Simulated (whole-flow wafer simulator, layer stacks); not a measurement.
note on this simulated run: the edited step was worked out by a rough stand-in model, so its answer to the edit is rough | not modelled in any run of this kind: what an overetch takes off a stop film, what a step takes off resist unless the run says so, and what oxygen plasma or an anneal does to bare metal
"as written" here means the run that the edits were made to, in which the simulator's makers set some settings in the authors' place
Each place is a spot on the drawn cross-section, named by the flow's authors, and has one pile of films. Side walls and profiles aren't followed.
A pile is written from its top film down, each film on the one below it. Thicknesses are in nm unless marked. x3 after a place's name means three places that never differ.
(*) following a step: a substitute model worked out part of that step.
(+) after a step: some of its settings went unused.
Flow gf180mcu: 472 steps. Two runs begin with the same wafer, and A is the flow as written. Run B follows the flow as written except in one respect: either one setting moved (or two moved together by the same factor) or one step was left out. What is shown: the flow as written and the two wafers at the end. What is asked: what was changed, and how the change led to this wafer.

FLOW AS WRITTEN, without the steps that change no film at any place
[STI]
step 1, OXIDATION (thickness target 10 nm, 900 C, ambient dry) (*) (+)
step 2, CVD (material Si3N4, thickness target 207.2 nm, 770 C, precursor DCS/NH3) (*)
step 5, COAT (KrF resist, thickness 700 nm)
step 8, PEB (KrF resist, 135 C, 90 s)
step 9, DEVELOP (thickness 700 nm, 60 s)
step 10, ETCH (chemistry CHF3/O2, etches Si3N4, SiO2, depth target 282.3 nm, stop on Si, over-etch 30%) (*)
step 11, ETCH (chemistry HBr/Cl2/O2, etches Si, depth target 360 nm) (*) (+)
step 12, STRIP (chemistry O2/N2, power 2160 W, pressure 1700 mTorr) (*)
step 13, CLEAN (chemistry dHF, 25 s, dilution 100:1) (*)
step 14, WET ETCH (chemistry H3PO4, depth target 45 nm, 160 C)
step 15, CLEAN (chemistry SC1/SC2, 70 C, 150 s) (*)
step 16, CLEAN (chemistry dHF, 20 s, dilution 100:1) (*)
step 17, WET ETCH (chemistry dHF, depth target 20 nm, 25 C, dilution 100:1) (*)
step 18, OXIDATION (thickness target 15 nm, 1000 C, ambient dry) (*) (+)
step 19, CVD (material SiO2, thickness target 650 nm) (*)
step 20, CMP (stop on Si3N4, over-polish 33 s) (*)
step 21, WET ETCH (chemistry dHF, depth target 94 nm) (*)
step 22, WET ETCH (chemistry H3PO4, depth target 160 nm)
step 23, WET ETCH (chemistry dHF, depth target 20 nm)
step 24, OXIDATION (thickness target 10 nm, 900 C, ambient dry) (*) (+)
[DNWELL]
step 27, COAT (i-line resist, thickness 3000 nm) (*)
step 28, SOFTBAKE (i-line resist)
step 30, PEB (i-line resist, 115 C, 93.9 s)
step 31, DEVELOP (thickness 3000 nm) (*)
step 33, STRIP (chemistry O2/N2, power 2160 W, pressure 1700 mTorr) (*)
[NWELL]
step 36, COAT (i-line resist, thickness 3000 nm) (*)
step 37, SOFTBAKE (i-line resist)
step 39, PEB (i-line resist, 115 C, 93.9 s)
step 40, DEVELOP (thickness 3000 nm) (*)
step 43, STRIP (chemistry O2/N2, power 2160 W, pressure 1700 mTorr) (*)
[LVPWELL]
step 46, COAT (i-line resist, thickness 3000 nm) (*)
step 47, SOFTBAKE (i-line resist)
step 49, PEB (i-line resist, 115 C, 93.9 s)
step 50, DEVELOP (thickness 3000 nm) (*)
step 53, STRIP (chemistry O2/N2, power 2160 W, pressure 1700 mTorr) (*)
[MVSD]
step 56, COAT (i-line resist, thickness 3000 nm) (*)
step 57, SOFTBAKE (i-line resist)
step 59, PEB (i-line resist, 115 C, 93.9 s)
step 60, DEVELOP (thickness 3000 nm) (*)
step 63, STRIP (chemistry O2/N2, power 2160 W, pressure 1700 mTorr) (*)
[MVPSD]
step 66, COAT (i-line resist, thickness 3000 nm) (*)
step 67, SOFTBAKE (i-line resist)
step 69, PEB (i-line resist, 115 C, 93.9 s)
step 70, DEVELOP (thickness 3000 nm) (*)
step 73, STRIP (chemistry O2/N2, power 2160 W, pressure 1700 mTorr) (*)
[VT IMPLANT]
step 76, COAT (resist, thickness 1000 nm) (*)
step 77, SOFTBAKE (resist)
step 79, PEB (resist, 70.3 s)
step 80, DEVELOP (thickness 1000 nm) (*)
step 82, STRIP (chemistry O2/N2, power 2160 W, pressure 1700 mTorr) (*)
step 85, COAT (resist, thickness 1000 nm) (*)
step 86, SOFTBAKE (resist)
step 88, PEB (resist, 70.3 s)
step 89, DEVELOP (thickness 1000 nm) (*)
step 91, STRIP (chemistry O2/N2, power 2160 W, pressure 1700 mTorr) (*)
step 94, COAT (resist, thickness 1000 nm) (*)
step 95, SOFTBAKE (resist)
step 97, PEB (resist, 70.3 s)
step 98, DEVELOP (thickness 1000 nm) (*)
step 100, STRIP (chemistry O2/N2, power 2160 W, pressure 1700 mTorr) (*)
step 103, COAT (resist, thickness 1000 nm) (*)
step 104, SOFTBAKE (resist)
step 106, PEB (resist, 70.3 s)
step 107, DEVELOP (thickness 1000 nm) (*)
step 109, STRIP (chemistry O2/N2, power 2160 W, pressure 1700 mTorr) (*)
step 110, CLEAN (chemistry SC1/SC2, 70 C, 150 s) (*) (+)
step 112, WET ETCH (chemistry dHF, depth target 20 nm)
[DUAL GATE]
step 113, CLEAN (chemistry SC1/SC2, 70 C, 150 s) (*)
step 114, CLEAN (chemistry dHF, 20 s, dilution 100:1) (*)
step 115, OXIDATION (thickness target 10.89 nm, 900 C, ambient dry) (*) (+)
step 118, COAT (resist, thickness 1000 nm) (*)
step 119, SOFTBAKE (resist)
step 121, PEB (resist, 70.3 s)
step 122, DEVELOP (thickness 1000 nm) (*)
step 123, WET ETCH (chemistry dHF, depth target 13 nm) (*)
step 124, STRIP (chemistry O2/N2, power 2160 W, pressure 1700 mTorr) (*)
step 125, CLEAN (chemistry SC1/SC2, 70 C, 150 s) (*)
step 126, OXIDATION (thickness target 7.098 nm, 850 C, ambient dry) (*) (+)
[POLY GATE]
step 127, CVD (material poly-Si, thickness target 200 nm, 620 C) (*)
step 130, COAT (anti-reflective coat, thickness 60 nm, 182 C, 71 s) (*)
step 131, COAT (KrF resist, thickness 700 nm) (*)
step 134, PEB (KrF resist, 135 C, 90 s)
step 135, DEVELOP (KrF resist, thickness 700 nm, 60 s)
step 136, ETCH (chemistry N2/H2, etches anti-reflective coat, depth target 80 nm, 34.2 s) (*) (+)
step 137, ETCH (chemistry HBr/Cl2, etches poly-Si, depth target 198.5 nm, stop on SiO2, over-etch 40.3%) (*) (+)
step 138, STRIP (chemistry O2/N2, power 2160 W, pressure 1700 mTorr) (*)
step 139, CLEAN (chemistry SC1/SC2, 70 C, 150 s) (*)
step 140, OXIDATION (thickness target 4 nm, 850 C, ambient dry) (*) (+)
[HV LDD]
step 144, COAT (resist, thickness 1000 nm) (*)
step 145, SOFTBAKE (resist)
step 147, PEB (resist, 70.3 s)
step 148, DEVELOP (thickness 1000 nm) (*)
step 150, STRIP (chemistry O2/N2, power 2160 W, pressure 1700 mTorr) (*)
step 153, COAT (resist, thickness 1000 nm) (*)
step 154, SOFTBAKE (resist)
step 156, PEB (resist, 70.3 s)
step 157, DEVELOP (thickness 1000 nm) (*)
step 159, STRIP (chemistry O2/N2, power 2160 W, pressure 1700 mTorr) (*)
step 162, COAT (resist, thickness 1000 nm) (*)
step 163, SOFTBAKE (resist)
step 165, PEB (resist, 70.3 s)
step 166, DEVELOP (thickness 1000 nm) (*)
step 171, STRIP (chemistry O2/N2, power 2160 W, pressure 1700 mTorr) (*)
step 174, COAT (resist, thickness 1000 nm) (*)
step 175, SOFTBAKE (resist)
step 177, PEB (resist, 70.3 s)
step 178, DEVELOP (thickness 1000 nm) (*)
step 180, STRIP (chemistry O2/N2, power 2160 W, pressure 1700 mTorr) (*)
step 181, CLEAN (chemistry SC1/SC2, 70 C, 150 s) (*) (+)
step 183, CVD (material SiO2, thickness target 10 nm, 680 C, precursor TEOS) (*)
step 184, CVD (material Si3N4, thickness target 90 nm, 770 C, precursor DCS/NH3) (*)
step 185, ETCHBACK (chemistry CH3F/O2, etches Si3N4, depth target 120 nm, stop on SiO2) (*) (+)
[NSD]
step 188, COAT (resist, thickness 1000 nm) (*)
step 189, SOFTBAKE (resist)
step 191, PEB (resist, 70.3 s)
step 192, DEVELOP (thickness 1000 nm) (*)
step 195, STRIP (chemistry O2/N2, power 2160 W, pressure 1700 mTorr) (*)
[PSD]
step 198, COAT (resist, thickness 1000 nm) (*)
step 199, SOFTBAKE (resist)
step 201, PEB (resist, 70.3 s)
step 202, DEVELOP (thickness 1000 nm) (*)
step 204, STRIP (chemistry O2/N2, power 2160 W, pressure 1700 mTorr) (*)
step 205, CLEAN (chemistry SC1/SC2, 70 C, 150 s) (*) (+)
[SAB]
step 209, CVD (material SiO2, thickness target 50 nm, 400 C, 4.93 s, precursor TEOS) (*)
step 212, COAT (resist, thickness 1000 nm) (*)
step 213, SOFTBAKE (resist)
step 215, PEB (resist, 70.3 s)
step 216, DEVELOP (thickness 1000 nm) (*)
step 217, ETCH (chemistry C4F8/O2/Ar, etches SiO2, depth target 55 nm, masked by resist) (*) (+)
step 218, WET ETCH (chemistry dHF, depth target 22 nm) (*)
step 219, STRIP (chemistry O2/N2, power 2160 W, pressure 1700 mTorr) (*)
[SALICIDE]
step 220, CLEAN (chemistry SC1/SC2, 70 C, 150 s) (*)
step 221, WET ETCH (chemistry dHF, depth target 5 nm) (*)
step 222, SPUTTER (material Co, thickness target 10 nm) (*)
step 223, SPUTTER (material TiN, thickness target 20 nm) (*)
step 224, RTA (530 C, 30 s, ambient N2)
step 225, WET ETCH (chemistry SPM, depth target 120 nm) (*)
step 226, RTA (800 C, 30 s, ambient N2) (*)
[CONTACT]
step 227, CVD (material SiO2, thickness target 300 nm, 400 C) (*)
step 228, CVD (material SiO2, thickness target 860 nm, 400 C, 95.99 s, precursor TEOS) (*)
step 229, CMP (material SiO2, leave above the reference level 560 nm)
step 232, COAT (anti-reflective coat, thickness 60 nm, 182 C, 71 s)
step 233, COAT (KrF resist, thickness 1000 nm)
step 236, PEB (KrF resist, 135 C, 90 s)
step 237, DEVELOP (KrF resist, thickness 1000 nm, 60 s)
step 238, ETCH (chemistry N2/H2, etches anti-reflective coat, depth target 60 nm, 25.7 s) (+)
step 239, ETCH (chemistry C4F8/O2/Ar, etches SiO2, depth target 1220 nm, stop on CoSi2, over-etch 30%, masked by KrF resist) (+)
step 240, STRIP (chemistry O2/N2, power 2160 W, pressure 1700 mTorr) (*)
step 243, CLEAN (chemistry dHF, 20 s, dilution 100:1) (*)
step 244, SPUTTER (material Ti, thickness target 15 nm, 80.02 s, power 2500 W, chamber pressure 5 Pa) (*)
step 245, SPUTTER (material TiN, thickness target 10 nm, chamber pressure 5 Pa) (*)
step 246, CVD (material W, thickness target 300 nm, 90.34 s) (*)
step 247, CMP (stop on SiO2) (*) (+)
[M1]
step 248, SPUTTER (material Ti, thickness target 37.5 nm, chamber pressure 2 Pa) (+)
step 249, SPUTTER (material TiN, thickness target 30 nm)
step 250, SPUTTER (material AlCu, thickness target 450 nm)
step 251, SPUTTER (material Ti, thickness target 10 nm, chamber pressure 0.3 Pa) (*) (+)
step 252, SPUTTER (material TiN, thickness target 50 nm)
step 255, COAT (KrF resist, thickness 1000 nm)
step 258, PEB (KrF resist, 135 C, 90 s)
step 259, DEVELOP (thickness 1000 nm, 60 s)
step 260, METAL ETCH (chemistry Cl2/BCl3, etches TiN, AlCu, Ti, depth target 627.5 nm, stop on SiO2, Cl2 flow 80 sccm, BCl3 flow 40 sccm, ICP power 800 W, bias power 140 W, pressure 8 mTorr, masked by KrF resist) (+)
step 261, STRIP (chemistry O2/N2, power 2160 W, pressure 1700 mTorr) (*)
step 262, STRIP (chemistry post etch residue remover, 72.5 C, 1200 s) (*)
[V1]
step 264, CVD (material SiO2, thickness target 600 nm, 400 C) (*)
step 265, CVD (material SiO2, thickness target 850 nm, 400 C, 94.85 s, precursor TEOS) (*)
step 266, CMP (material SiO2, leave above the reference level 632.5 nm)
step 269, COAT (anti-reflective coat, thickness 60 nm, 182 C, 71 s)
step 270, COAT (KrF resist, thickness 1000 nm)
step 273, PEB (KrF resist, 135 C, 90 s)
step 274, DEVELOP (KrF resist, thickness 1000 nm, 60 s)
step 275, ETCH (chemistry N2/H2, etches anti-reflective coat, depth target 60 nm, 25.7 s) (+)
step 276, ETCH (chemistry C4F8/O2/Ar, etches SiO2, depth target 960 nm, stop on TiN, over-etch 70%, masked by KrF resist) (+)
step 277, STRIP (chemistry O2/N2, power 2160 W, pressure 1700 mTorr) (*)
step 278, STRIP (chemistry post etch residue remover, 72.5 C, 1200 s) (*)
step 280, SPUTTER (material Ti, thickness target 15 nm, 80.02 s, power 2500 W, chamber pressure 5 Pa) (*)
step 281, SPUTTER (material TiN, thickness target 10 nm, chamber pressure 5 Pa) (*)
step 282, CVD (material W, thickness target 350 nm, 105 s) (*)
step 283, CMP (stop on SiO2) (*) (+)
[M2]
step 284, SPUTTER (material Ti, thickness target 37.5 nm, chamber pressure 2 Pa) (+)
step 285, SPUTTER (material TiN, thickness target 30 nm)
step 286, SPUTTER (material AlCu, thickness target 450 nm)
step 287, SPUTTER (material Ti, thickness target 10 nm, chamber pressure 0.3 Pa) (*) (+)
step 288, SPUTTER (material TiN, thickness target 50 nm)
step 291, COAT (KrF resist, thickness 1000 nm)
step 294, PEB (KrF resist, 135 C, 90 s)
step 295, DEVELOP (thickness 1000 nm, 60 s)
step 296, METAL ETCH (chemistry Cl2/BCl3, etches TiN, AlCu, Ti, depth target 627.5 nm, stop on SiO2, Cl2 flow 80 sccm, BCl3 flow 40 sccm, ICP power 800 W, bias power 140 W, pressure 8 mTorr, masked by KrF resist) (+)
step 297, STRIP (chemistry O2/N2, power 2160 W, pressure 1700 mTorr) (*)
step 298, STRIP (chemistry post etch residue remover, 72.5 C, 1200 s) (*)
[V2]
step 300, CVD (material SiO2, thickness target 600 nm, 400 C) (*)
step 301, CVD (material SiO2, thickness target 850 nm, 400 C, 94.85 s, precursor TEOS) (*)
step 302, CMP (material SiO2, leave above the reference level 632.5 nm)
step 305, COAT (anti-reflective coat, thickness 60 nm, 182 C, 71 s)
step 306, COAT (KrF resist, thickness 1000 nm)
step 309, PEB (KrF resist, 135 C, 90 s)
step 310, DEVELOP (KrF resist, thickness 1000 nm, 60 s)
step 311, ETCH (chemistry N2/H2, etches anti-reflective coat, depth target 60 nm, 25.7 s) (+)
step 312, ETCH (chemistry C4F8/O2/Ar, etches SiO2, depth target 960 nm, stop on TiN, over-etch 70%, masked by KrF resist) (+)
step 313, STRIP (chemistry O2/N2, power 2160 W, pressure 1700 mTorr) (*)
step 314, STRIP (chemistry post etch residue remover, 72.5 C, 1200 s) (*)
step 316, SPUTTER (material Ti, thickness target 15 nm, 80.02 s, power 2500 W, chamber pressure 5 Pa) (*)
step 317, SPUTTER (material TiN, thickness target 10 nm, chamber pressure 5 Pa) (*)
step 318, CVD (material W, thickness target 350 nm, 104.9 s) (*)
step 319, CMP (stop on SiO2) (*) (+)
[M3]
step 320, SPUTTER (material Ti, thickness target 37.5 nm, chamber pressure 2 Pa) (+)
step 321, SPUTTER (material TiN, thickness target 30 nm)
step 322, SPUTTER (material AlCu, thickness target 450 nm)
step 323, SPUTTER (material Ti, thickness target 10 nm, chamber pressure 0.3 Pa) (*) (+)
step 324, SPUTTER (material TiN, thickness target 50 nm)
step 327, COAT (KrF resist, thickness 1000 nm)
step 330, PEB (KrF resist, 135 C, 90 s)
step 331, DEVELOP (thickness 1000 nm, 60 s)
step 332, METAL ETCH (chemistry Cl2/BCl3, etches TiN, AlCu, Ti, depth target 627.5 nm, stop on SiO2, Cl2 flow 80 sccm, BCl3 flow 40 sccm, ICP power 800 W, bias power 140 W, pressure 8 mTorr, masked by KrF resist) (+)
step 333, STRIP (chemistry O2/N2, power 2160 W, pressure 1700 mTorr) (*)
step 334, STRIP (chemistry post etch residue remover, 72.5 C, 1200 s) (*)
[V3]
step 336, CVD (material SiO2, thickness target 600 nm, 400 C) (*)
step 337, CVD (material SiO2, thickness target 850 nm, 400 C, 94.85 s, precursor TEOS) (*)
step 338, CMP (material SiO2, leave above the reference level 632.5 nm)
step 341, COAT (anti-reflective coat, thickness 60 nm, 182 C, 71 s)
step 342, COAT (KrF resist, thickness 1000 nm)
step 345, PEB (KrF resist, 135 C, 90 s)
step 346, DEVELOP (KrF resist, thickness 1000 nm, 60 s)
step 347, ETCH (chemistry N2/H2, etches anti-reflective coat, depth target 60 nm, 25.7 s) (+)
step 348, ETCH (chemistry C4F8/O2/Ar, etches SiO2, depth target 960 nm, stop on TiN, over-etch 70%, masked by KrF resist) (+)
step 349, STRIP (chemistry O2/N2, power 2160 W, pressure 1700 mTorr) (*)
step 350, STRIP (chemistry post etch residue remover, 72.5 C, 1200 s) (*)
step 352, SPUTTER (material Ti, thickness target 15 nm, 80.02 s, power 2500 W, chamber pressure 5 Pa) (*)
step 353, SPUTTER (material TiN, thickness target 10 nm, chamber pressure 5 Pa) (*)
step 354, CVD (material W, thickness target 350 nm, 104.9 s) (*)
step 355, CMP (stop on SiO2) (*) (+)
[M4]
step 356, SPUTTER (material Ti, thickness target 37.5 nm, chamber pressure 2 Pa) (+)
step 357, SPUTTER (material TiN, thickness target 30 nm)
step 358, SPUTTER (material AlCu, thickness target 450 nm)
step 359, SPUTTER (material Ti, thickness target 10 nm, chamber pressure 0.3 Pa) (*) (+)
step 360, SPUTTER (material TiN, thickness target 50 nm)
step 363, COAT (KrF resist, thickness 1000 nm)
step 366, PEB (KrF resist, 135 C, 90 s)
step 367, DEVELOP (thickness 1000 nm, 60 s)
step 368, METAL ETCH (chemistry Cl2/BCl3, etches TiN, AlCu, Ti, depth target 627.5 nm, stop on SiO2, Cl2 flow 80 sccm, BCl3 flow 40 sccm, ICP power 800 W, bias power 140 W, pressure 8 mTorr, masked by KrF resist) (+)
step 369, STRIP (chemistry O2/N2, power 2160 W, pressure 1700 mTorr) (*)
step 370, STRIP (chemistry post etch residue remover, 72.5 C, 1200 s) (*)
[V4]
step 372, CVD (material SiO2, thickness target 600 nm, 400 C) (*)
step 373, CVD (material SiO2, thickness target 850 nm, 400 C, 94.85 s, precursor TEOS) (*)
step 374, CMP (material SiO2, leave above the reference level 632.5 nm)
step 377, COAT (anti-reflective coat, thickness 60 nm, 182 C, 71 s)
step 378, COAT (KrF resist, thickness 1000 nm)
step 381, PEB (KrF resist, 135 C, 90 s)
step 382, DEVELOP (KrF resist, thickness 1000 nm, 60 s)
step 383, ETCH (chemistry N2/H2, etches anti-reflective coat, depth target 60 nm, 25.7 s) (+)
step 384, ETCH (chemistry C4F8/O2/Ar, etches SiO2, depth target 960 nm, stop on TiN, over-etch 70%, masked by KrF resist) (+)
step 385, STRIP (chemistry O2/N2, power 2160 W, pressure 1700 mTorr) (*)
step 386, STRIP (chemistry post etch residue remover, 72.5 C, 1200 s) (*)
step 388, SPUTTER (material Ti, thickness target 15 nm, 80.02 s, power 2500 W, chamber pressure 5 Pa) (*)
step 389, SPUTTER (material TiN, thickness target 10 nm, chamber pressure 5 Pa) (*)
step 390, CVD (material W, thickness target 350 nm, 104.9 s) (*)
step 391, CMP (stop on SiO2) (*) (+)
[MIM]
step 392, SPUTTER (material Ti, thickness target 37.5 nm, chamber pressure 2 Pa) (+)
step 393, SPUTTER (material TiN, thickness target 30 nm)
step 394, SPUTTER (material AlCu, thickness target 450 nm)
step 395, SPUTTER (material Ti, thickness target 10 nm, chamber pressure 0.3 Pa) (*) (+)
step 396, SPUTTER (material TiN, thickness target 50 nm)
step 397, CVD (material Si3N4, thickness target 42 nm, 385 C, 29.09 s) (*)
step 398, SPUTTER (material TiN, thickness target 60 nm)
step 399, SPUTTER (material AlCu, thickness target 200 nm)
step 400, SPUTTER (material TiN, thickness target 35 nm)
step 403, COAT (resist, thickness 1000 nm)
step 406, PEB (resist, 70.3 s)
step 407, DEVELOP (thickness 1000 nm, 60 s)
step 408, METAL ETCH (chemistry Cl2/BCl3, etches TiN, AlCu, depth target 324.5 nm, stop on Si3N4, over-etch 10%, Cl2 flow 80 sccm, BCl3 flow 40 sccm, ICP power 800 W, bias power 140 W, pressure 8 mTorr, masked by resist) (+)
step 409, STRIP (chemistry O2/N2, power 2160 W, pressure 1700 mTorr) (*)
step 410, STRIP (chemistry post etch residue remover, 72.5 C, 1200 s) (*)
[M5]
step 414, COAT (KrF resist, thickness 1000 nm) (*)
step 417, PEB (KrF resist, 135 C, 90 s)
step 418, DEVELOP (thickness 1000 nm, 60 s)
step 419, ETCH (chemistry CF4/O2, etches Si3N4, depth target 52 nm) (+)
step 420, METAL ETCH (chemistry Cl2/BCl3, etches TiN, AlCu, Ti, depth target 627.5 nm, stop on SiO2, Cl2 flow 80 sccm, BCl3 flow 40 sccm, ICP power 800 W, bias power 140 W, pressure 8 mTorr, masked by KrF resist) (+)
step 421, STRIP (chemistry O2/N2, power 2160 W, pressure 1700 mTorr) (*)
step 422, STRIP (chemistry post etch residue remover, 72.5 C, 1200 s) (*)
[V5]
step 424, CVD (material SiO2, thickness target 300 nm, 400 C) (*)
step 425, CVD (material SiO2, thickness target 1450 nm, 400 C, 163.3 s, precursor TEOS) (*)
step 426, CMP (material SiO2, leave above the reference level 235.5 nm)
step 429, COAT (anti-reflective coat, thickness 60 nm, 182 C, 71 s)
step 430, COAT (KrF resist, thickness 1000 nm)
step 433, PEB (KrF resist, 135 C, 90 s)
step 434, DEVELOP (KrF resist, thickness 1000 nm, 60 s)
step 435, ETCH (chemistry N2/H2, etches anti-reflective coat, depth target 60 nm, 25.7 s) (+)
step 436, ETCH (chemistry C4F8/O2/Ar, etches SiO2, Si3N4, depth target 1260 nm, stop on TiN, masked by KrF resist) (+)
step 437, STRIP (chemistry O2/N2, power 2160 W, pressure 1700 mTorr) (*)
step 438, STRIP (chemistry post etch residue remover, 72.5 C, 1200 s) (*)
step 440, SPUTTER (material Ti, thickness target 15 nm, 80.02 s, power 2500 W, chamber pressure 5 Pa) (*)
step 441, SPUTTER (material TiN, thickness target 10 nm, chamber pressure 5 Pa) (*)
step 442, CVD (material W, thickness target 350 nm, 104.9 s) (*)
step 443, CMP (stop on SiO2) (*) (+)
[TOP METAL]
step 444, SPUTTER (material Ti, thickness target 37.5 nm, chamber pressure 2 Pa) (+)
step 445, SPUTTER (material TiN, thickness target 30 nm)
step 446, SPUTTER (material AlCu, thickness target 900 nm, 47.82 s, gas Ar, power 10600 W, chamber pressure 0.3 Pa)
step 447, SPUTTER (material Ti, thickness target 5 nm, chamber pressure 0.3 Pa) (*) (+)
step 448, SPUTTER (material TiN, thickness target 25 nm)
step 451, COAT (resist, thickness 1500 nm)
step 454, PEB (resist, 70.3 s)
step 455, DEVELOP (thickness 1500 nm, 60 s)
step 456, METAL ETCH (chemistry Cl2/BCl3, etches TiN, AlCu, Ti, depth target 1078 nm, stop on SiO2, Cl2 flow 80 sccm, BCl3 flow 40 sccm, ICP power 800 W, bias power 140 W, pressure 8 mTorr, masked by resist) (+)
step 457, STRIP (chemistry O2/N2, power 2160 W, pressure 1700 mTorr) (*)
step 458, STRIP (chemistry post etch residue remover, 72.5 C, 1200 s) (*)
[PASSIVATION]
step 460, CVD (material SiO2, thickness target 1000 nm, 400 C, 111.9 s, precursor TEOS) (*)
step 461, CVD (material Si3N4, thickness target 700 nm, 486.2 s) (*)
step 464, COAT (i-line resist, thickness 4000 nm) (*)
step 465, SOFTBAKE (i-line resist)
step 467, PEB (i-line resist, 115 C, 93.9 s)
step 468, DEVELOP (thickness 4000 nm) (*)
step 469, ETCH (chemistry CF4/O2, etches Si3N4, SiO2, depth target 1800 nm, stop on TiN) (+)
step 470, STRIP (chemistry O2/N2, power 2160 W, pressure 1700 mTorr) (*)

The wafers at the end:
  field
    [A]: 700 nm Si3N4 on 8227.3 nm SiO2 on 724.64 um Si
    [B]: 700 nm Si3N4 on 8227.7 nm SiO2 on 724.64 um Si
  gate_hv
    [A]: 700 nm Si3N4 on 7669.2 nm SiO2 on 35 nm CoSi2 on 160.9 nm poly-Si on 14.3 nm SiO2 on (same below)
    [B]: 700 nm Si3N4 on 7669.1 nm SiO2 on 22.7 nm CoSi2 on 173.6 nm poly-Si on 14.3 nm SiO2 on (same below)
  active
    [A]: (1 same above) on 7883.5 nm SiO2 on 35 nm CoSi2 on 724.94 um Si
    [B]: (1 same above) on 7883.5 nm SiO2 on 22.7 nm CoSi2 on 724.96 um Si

Cause: step 222, SPUTTER: thickness target 6.5 nm was run, whereas the flow has thickness target 10 nm.

The path from the change to this, step by step:
  step 222, SPUTTER (material Co, thickness target 10 nm) (*)
      field, field__w7, field__w8 and 71 more: A +10 Co (new film) | B +6.5 Co (new film)
      field__w2, mim: A +8.65 Co (new film) | B +5.62 Co (new film)
      (also at 35 further places)
  step 224, RTA (530 C, 30 s, ambient N2)
      gate, gate_hv, gate_p and 22 more: A under 1 film: +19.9 CoSi (new film), -10 Co (all of it), -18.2 poly-Si | B under 1 film: +12.9 CoSi (new film), -6.5 Co (all of it), -11.8 poly-Si
      active, p_well, sd_n and 11 more: A under 1 film: +19.9 CoSi (new film), -10 Co (all of it), -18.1 Si | B under 1 film: +12.9 CoSi (new film), -6.5 Co (all of it), -11.8 Si
      (also at 10 further places)
  step 225, WET ETCH (chemistry SPM, depth target 120 nm) (*)
      field, field__w7, field__w8 and 32 more: A -20 TiN (all of it), -10 Co (all of it) | B -20 TiN (all of it), -6.5 Co (all of it)
      field__w9, nw_enc_fld_lv__w3: A -19.1 TiN (all of it), -9.6 Co (all of it) | B -19.1 TiN (all of it), -6.24 Co (all of it)
      (also at 25 further places)
  step 226, RTA (800 C, 30 s, ambient N2) (*)
      gate, gate_hv, gate_p and 22 more: A +35 CoSi2 (new film), -19.9 CoSi (all of it), -18.2 poly-Si | B +22.7 CoSi2 (new film), -12.9 CoSi (all of it), -11.8 poly-Si
      active, p_well, sd_n and 11 more: A +35 CoSi2 (new film), -19.9 CoSi (all of it), -18.1 Si | B +22.7 CoSi2 (new film), -12.9 CoSi (all of it), -11.8 Si
      (also at 10 further places)
